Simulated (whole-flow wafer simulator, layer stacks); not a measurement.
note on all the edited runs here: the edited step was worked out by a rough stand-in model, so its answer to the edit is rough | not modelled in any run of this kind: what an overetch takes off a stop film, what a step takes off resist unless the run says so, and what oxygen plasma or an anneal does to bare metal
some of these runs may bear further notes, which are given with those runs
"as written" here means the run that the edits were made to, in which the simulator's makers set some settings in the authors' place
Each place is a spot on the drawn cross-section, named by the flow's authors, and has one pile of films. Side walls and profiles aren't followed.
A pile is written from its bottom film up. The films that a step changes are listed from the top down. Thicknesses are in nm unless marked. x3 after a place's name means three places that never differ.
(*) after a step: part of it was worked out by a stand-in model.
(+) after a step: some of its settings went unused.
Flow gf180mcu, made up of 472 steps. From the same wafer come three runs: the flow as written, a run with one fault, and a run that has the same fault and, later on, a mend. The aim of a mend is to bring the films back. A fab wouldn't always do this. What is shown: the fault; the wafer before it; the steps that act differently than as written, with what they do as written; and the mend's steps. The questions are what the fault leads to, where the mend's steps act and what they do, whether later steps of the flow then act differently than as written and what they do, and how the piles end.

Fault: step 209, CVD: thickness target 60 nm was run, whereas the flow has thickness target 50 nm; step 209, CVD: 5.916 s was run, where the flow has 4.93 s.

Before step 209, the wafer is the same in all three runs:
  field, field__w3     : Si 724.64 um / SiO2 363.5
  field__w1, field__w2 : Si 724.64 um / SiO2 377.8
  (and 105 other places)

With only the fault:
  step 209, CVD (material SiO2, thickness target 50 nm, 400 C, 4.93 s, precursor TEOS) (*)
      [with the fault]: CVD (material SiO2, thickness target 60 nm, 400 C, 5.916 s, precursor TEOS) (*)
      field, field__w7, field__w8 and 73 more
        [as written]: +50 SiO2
        [with the fault]: +59.7 SiO2
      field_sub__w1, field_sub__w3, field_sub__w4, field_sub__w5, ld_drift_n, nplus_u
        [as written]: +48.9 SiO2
        [with the fault]: +58.4 SiO2
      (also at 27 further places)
  Steps further on in the flow that do not act as written (10 other steps are not shown; they differ only slightly, by no more than 2% or 0.5 nm, whichever is larger):
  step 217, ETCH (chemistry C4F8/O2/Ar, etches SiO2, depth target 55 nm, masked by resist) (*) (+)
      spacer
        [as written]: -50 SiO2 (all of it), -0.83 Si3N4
        [with the fault]: -55 SiO2
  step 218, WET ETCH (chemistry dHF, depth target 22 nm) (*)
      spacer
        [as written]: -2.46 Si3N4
        [with the fault]: -4.71 SiO2 (all of it), -3.03 Si3N4
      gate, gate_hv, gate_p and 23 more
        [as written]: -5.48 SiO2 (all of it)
        [with the fault]: -15.2 SiO2 (all of it)
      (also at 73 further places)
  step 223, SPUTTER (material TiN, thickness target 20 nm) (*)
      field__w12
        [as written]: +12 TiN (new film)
        [with the fault]: +12.6 TiN (new film)
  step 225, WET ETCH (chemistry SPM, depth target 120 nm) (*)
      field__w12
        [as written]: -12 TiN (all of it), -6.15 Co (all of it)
        [with the fault]: -12.6 TiN (all of it), -6.41 Co (all of it)
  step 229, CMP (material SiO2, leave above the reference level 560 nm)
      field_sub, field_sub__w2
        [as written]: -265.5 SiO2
        [with the fault]: -272.3 SiO2
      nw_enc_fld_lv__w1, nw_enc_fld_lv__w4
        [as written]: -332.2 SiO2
        [with the fault]: -341.5 SiO2
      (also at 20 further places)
  When the end is reached, the piles differ only a little from the flow's at the places that both follow, at most by 2% or 0.5 nm, whichever is larger.

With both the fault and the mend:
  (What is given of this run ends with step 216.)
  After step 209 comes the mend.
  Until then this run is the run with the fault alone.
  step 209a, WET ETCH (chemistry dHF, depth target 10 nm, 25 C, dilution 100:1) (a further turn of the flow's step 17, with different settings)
      field, field__w1, field__w2 and 106 more
        -10 SiO2
  None of the later steps of the flow up to step 216 differs from how it acts as written, at any place that is followed, by more than 2% or 0.5 nm, whichever is larger.
  Once step 216 is done, the piles differ only a little from the flow's at the places that both follow, at most by 2% or 0.5 nm, whichever is larger.
